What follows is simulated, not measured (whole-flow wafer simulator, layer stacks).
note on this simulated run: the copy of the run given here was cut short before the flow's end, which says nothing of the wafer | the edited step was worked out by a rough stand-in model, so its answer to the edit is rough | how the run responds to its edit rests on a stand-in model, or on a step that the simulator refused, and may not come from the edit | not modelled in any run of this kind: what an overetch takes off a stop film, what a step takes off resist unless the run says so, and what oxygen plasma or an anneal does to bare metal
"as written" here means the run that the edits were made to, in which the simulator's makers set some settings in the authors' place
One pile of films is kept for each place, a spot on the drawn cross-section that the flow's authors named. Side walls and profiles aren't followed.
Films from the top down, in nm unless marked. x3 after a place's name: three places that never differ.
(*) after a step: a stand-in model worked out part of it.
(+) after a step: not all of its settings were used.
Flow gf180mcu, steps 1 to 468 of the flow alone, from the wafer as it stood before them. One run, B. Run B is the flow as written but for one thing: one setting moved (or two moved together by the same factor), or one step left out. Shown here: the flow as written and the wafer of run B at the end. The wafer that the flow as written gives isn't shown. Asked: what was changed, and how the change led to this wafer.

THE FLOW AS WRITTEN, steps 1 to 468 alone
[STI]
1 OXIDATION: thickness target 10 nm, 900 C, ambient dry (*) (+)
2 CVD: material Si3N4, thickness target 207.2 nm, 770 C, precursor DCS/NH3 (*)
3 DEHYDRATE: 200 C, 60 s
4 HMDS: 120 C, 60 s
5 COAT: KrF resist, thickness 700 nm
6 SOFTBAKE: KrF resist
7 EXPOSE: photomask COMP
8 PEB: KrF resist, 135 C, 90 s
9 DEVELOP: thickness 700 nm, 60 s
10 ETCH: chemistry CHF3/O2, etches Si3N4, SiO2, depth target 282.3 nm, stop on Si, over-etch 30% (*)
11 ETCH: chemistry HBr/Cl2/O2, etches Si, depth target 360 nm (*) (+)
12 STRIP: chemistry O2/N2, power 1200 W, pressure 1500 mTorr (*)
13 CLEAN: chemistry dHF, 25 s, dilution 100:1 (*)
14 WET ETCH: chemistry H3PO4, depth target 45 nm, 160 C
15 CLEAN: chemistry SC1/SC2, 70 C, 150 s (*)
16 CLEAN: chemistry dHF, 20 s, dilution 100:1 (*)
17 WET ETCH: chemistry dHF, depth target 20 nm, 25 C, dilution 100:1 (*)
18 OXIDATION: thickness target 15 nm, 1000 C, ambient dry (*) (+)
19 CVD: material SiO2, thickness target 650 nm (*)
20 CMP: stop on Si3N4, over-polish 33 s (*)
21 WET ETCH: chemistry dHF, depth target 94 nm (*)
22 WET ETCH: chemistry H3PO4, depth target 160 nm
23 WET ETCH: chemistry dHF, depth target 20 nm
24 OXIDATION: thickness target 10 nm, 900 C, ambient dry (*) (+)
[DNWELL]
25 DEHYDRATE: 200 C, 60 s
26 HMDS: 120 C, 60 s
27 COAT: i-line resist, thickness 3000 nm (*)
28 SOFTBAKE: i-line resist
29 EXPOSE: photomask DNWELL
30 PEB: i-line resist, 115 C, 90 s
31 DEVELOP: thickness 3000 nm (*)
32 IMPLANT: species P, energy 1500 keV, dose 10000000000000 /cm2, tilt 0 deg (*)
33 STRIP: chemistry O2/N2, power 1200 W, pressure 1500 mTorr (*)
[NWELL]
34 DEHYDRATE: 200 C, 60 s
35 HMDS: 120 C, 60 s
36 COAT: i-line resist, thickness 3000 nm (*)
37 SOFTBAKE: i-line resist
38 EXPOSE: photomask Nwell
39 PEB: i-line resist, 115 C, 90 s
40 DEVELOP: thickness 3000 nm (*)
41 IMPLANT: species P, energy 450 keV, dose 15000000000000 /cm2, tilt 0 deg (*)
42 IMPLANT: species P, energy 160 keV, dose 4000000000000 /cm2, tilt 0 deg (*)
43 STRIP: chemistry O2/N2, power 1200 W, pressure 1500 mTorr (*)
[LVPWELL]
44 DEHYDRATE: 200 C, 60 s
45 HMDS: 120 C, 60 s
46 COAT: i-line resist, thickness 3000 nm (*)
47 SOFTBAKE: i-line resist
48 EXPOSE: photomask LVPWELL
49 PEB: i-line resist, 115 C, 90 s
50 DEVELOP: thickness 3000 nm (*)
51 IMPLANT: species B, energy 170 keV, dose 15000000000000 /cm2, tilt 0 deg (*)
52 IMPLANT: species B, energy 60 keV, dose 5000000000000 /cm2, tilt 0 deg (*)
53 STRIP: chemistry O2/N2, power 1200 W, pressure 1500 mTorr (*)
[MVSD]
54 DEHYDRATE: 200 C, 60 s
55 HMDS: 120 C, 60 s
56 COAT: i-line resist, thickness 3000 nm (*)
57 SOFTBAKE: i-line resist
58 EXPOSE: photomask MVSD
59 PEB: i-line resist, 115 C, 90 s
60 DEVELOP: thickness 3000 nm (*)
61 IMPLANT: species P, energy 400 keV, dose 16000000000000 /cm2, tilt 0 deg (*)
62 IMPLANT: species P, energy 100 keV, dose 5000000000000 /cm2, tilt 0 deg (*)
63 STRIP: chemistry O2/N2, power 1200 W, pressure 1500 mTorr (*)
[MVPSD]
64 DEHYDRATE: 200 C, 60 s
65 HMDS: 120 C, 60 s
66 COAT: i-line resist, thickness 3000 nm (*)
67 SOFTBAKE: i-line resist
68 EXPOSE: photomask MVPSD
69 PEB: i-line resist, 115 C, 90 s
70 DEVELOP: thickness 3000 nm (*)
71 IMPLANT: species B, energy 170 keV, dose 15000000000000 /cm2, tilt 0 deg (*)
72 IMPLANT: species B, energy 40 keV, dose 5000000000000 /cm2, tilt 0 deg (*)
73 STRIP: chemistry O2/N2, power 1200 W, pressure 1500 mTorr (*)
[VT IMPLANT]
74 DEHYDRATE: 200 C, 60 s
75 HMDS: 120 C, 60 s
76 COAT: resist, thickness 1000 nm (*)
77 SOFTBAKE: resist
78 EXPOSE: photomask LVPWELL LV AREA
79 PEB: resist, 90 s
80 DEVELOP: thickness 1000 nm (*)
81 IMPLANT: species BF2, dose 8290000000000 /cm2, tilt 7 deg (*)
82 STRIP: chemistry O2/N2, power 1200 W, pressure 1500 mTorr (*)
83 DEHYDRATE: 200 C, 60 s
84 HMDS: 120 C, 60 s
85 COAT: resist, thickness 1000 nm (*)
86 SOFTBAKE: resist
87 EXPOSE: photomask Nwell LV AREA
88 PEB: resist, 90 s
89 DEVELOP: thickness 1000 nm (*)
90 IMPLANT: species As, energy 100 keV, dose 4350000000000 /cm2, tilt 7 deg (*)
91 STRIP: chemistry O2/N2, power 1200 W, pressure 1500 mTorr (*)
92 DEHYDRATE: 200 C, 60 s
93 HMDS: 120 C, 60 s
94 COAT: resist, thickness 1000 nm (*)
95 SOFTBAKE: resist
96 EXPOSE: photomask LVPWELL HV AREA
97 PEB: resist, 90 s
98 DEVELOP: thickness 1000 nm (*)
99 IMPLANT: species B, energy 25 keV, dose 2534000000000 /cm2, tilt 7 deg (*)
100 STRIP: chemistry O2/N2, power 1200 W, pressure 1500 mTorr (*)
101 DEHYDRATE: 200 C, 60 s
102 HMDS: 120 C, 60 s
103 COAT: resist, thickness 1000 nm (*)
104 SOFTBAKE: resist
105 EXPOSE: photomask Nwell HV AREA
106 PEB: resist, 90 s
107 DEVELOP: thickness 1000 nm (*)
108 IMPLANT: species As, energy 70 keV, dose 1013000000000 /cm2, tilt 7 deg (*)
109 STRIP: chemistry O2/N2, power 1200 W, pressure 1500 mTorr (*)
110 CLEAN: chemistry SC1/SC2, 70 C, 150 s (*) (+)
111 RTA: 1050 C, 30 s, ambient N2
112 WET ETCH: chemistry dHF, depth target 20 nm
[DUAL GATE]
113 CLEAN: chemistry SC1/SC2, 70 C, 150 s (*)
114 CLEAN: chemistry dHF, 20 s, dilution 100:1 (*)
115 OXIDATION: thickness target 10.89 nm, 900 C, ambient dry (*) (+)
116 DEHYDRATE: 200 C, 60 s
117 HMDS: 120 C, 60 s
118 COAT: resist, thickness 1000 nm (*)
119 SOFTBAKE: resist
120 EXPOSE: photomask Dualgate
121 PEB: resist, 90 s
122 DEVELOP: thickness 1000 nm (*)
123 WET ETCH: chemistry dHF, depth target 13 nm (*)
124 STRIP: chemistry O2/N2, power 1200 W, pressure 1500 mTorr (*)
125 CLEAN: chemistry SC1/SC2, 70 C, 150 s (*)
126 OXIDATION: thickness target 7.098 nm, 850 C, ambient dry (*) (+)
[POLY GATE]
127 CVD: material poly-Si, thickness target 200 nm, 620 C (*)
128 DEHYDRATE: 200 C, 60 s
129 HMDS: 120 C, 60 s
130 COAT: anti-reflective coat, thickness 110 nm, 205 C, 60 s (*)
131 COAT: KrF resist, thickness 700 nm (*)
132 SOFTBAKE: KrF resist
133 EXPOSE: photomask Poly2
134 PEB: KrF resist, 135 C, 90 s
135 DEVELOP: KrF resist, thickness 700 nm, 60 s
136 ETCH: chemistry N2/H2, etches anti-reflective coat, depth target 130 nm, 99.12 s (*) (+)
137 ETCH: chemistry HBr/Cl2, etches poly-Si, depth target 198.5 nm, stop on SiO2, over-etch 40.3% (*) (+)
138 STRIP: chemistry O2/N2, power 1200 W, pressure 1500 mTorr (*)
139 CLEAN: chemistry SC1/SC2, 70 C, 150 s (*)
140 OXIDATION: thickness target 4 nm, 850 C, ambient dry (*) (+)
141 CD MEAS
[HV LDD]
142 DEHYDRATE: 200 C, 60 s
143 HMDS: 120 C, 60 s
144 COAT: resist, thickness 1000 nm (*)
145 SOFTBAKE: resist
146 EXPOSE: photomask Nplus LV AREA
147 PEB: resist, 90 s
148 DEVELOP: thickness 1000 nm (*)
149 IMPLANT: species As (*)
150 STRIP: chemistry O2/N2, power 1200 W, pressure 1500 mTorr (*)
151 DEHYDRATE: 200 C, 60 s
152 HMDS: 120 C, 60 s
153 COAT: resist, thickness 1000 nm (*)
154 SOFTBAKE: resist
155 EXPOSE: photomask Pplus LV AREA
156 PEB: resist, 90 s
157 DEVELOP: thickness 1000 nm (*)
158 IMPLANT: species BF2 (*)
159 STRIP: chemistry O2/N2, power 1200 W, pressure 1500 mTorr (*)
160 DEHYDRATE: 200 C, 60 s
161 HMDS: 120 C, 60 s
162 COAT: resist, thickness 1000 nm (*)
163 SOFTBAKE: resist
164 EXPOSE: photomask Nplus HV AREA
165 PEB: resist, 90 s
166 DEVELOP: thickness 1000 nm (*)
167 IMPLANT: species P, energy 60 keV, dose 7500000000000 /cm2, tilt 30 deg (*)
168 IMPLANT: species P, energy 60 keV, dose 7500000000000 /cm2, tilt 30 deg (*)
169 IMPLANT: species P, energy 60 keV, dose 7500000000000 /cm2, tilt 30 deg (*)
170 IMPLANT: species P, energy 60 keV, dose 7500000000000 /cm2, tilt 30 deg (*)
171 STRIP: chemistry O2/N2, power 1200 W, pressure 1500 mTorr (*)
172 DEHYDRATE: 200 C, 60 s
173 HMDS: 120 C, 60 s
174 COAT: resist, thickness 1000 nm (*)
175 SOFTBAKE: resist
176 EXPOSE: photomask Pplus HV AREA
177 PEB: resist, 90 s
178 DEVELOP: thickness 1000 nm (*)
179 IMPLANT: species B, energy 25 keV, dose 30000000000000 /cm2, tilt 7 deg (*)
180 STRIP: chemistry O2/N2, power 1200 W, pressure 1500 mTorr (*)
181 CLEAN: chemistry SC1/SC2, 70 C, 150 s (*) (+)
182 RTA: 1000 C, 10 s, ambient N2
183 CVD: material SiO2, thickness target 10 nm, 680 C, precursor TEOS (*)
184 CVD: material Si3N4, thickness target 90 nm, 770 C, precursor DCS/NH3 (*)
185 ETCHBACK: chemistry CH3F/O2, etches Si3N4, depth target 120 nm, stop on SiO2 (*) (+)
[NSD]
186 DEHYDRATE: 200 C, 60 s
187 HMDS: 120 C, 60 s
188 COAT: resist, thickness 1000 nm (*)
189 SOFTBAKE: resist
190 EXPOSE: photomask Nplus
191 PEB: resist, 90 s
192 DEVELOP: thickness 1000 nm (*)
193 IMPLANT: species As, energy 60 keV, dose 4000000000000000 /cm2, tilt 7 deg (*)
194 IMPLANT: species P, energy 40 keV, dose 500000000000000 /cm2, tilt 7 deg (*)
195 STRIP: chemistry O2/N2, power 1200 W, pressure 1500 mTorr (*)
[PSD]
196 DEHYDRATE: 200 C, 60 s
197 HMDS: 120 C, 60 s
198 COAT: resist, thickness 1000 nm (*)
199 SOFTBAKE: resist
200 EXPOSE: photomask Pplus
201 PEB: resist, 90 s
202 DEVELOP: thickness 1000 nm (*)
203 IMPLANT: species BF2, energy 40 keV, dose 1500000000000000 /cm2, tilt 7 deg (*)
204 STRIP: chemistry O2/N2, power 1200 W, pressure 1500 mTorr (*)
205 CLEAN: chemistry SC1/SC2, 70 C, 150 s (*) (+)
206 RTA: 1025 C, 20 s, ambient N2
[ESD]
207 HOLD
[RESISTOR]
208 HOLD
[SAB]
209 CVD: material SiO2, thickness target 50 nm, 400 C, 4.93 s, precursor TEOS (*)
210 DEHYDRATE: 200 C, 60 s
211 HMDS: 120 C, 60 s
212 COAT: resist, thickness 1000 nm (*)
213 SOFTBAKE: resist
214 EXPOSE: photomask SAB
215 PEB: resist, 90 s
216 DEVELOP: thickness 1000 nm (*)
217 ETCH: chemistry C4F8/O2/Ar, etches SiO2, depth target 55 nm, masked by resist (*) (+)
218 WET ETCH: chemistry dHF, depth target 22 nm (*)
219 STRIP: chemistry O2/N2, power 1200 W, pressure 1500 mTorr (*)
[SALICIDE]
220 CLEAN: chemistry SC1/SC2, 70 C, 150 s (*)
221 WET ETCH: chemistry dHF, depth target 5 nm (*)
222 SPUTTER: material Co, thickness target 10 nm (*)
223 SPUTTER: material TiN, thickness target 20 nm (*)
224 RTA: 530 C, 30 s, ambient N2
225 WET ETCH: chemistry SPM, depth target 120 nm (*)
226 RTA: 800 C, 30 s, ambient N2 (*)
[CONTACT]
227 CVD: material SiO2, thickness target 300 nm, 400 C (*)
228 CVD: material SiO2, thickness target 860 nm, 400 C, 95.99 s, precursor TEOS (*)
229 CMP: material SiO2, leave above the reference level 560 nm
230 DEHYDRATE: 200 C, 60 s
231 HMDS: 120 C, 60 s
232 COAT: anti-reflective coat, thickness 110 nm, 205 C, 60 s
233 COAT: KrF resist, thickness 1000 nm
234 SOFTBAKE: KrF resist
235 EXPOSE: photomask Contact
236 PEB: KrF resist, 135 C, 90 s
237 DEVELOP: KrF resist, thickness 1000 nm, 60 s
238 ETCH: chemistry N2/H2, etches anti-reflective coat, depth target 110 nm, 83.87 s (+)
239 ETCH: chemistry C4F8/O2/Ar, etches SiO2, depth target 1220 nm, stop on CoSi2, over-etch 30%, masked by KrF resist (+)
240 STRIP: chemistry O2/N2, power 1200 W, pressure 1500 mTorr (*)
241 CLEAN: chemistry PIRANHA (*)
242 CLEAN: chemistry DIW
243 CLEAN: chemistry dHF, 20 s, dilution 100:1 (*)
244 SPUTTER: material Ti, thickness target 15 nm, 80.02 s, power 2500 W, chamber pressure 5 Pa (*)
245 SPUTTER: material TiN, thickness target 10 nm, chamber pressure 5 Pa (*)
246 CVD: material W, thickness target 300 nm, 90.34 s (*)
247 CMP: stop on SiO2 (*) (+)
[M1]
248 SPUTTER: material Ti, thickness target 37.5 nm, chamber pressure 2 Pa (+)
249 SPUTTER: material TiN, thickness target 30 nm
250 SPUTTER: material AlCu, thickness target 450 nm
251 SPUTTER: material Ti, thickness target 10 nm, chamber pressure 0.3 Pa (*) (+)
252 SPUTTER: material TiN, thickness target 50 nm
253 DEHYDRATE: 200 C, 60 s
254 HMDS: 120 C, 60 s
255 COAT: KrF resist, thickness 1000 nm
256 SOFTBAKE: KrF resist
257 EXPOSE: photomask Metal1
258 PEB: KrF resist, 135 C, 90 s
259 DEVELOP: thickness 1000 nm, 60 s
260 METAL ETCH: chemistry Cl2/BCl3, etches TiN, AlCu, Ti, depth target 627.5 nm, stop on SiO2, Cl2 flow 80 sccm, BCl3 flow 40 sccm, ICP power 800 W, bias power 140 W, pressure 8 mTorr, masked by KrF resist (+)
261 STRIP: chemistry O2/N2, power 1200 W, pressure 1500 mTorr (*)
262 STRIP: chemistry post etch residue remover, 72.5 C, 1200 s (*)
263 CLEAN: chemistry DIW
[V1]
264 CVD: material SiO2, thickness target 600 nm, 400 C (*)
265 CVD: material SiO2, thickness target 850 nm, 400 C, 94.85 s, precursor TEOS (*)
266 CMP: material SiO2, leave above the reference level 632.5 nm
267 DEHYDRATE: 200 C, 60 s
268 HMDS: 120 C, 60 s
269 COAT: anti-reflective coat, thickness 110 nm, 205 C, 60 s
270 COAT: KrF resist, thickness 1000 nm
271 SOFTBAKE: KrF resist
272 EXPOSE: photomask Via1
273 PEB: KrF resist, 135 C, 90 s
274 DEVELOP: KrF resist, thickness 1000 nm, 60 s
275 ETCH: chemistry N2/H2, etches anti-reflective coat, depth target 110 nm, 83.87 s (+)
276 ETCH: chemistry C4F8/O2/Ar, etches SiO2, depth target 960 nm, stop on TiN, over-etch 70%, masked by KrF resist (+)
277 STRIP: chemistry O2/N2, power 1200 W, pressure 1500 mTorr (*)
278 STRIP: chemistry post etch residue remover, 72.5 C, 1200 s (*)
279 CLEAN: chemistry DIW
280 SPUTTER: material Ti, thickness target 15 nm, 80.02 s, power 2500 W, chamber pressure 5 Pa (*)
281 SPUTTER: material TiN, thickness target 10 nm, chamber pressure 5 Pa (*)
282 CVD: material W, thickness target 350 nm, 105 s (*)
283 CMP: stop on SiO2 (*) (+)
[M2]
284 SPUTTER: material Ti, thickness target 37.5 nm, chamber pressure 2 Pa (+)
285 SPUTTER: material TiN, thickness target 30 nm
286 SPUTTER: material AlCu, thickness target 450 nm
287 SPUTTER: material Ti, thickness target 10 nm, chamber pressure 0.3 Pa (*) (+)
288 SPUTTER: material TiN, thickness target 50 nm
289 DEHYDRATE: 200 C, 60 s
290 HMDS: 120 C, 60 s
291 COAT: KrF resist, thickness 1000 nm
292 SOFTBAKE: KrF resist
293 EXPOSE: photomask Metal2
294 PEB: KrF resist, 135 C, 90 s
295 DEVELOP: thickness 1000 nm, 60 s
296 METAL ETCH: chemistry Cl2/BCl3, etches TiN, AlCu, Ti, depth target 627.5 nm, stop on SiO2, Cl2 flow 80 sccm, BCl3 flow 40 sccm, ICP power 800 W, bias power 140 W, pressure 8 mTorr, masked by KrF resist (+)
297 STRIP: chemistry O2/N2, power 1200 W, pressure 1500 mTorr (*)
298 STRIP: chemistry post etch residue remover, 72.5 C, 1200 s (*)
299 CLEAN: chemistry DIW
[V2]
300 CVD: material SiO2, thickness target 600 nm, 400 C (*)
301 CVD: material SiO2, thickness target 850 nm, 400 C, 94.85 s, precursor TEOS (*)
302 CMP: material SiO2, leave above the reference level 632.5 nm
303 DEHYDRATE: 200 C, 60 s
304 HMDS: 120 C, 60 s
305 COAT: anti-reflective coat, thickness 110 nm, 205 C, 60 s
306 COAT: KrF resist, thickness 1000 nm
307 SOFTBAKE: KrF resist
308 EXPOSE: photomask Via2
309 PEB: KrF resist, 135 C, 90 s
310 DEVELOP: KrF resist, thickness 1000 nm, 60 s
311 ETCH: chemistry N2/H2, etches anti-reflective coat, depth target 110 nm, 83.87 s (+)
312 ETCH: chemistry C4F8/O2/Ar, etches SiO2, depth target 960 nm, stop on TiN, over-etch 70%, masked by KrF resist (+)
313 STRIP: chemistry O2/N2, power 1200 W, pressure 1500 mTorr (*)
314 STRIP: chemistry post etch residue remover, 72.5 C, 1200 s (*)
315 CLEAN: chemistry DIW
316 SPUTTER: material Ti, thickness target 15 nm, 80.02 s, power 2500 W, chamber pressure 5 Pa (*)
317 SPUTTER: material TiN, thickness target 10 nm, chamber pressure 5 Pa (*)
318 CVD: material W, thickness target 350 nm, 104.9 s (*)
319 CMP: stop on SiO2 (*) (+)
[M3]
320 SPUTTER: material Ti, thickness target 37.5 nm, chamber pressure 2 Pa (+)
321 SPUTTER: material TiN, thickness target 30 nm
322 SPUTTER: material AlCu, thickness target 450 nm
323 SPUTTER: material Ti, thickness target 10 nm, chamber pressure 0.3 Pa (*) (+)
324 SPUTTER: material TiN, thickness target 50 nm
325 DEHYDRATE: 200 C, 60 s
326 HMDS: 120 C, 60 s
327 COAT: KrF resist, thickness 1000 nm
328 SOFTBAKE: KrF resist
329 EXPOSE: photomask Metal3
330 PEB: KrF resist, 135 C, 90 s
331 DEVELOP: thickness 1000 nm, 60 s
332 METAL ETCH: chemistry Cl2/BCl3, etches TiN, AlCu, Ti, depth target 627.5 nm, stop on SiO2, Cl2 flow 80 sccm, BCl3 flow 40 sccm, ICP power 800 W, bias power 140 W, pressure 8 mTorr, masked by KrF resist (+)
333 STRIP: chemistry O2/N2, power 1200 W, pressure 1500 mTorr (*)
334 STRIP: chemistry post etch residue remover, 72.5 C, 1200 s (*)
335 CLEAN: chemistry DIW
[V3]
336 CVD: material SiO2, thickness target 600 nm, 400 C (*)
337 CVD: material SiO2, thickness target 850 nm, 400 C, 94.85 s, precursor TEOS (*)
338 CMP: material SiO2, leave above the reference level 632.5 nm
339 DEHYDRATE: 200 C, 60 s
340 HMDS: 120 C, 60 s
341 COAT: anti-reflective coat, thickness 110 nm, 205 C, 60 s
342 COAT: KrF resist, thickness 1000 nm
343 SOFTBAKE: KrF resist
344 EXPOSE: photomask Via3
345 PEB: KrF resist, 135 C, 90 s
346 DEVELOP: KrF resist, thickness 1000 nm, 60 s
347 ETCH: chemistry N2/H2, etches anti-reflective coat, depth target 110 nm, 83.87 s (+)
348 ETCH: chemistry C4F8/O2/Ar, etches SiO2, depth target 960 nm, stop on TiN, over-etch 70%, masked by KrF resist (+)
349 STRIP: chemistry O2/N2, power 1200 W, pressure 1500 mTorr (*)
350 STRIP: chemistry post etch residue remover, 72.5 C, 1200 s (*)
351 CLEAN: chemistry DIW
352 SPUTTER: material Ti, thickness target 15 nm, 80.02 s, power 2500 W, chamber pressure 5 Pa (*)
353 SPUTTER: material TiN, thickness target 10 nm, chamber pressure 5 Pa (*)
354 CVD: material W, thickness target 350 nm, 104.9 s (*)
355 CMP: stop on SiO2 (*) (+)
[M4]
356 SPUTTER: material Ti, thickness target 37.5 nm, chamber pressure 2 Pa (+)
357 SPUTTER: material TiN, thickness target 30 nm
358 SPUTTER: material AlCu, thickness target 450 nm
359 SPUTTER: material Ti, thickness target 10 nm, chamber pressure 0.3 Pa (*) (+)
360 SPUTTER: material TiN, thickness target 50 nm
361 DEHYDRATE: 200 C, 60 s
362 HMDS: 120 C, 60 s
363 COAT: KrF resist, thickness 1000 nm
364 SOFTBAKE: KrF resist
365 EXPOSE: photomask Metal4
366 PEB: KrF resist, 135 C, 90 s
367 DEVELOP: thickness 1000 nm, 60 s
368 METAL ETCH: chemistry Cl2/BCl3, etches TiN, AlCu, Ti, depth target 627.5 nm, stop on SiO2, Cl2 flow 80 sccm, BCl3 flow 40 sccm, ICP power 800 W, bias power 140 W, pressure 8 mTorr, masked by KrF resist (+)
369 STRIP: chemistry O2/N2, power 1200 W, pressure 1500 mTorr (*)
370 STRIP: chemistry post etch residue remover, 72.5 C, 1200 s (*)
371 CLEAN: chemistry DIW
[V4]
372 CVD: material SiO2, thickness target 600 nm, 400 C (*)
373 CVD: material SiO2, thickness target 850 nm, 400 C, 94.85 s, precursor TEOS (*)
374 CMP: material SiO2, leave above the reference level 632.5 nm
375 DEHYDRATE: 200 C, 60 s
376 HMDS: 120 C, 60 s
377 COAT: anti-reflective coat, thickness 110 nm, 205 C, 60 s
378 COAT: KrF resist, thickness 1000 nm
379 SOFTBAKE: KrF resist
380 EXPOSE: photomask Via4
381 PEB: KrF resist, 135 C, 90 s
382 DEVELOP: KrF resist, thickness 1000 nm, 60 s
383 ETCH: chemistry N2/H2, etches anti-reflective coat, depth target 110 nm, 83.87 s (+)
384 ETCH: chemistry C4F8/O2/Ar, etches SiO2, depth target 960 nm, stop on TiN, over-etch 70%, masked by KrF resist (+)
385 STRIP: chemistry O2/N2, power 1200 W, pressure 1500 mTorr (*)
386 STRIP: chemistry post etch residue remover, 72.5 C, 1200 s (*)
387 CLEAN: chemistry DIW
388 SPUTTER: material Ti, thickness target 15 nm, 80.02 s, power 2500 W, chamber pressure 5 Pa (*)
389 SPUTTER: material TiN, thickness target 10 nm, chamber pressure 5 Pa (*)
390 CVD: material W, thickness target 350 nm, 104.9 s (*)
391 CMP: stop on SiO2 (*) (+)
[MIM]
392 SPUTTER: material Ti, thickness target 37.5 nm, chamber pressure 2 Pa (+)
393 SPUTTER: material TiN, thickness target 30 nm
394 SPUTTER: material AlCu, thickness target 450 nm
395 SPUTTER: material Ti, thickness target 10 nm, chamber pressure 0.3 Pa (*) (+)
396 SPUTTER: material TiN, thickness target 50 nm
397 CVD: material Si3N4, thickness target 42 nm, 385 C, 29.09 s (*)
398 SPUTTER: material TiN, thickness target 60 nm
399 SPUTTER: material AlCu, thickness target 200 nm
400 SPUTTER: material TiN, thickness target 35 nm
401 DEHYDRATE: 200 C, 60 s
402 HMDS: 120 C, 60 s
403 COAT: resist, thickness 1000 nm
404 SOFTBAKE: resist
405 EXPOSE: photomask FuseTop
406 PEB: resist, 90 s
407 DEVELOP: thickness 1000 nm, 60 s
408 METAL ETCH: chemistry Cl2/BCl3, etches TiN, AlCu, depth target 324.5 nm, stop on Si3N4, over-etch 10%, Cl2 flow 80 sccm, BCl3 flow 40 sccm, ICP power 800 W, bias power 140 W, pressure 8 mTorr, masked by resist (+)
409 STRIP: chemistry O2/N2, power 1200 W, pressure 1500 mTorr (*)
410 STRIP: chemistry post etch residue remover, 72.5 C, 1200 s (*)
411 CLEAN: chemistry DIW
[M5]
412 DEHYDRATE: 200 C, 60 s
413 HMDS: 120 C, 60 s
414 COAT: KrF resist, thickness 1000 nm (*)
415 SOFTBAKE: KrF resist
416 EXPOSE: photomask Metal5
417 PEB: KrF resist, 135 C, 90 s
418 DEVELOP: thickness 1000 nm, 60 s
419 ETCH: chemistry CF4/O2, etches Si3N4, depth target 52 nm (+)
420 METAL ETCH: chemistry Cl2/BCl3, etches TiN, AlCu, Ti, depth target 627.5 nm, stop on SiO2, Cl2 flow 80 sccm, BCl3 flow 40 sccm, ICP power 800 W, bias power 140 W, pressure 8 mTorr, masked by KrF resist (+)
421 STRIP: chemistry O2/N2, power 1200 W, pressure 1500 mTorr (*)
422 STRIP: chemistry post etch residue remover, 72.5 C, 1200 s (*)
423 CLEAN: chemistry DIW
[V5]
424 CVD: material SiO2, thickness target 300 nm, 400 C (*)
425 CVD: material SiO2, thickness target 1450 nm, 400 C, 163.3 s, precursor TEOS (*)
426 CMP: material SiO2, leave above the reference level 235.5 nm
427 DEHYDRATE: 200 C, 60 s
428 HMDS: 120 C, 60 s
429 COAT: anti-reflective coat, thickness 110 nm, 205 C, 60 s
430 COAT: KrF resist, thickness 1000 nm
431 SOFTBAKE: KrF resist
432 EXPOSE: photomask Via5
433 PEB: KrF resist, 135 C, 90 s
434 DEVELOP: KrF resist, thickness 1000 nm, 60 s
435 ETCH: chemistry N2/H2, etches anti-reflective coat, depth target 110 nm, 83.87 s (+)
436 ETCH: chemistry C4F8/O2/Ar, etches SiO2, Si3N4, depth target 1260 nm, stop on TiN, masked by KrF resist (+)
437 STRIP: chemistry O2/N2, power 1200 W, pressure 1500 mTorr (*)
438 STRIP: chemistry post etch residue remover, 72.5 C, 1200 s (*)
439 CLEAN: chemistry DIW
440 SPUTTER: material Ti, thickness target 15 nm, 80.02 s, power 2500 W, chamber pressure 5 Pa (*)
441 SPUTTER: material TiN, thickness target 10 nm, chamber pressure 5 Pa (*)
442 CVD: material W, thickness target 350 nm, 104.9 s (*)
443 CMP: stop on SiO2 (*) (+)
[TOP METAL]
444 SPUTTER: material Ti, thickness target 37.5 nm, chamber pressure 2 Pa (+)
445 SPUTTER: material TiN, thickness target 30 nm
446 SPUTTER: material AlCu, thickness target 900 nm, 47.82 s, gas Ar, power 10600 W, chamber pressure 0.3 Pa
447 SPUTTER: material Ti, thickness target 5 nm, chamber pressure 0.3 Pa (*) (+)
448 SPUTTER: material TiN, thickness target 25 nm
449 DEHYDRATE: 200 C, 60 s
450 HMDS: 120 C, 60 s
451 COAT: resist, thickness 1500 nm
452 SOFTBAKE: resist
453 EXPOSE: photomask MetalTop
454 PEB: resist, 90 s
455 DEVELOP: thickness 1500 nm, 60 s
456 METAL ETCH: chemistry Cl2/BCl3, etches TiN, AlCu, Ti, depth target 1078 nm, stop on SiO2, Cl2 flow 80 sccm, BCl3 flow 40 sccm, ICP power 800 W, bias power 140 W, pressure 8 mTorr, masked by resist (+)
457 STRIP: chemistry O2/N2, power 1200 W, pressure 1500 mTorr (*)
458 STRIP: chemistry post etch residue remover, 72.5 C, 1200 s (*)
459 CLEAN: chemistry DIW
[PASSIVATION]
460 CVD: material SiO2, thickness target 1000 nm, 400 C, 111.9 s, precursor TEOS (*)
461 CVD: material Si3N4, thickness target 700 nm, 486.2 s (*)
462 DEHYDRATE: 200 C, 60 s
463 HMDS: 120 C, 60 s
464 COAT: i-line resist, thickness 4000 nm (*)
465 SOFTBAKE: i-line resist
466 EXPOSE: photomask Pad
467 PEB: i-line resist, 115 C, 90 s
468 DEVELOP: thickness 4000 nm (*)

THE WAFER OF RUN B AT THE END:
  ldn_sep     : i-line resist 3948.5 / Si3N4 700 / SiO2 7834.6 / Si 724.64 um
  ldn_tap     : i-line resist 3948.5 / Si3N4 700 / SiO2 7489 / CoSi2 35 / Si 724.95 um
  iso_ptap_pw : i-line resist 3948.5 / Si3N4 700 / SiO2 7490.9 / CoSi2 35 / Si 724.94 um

The cause: step 460, CVD: 67.17 s was run, where the flow has 111.9 s.

How the change led to this, step by step:
  460 CVD: material SiO2, thickness target 1000 nm, 400 C, 111.9 s, precursor TEOS (*)
      field, field__w1, field__w2 and 103 more: SiO2 +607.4 (as written it would be: SiO2 +1000)
      field__w8, contact, m1, m1__w1, pad, m1_nw: SiO2 +607.4 (new film) (as written it would be: SiO2 +1000 (new film))
  465 SOFTBAKE: i-line resist
      field__w5, field__w9: i-line resist +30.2 (as written it would be: i-line resist +37.3)
      field__w11, field__w13: i-line resist +31.2 (as written it would be: i-line resist +37.9)
      (and at 57 more places)
